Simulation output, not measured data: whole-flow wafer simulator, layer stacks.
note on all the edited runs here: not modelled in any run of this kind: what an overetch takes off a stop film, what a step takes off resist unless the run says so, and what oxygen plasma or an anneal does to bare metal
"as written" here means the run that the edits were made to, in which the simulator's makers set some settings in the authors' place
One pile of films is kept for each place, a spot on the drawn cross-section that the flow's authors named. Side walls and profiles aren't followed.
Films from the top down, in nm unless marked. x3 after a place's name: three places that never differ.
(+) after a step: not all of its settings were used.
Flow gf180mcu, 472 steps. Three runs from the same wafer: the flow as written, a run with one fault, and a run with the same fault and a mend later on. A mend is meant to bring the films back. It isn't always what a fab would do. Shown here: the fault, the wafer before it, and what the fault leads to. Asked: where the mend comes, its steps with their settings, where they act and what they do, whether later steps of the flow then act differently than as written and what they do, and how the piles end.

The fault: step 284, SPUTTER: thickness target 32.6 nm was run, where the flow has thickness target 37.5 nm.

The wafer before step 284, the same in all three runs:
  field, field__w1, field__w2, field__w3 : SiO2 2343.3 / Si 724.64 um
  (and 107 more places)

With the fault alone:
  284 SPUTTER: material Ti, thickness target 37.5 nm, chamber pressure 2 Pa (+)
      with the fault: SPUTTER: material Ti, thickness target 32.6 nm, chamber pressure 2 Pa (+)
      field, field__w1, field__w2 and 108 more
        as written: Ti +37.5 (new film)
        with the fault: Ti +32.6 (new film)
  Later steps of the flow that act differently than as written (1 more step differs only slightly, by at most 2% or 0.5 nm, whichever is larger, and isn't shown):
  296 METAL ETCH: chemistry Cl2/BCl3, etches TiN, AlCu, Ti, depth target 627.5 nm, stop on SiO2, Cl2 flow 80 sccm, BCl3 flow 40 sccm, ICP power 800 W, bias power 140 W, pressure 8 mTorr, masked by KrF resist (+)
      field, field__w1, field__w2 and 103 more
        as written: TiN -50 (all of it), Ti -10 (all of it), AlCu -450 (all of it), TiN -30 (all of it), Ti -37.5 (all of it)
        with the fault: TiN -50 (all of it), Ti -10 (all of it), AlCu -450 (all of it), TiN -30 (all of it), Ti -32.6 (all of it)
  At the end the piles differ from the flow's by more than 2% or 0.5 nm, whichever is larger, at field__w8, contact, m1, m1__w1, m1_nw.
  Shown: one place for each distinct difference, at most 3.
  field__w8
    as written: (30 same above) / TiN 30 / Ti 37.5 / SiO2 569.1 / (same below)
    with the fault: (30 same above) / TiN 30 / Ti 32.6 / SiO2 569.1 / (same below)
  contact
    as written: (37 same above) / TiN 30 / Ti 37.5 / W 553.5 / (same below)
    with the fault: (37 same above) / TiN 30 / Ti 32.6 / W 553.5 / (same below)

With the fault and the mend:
  The mend comes after step 284.
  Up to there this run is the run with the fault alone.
  284a SPUTTER: material Ti, thickness target 4.9 nm, chamber pressure 2 Pa (+) (the flow's step 284 once more, with other settings)
      field, field__w1, field__w2 and 108 more
        Ti +4.9
  No later step of the flow acts differently than as written at any place that is followed.
  At the end the piles are the same as the flow's at every place that both follow.
